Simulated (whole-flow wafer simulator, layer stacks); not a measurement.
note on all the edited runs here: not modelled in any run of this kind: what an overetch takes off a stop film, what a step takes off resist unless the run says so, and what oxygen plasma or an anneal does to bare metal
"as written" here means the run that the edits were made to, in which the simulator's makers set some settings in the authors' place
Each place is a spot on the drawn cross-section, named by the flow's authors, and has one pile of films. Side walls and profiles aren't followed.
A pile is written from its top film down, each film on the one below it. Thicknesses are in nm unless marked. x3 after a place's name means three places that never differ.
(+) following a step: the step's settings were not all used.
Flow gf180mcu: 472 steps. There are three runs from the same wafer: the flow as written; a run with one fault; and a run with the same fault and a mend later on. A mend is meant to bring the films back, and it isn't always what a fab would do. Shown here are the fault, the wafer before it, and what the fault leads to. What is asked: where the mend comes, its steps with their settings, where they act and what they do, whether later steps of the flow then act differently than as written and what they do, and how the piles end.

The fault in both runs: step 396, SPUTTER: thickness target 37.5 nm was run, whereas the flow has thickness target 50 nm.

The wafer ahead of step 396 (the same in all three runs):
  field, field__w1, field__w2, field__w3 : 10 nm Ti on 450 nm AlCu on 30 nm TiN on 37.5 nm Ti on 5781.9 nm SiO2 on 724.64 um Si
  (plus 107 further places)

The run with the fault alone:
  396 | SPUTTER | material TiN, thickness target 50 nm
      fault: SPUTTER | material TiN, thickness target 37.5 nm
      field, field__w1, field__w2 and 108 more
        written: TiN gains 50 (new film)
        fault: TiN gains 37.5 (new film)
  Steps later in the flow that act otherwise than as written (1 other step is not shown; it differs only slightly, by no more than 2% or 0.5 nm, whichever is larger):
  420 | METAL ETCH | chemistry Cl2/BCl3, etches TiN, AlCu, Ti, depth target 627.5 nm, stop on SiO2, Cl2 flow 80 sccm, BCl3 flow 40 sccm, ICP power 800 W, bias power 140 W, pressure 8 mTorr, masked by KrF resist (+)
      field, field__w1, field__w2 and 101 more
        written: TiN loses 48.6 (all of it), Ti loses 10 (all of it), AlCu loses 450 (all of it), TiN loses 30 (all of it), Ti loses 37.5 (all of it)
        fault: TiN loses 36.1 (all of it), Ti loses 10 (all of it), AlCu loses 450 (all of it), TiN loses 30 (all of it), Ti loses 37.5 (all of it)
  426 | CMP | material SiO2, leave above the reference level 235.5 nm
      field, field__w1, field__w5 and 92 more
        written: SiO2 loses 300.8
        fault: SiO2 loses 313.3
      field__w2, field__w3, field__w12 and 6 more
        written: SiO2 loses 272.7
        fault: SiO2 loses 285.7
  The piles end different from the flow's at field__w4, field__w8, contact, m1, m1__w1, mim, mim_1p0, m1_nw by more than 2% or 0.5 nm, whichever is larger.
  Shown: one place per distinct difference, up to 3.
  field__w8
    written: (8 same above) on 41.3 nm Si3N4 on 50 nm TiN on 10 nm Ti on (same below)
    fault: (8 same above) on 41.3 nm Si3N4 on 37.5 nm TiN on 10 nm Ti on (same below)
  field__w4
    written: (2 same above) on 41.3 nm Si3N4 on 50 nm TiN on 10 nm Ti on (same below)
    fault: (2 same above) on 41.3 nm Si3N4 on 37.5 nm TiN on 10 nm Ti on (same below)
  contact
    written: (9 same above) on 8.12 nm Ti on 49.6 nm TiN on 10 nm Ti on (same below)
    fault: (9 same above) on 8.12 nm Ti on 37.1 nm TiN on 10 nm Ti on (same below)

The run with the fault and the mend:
  After step 396 comes the mend.
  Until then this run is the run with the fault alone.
  396a | SPUTTER | material TiN, thickness target 12.5 nm (a further turn of the flow's step 396, with different settings)
      field, field__w1, field__w2 and 108 more
        TiN gains 12.5
  Later steps of the flow that are run all act as written at every place that is followed.
  By the end, the piles equal the flow's at every place that both follow.
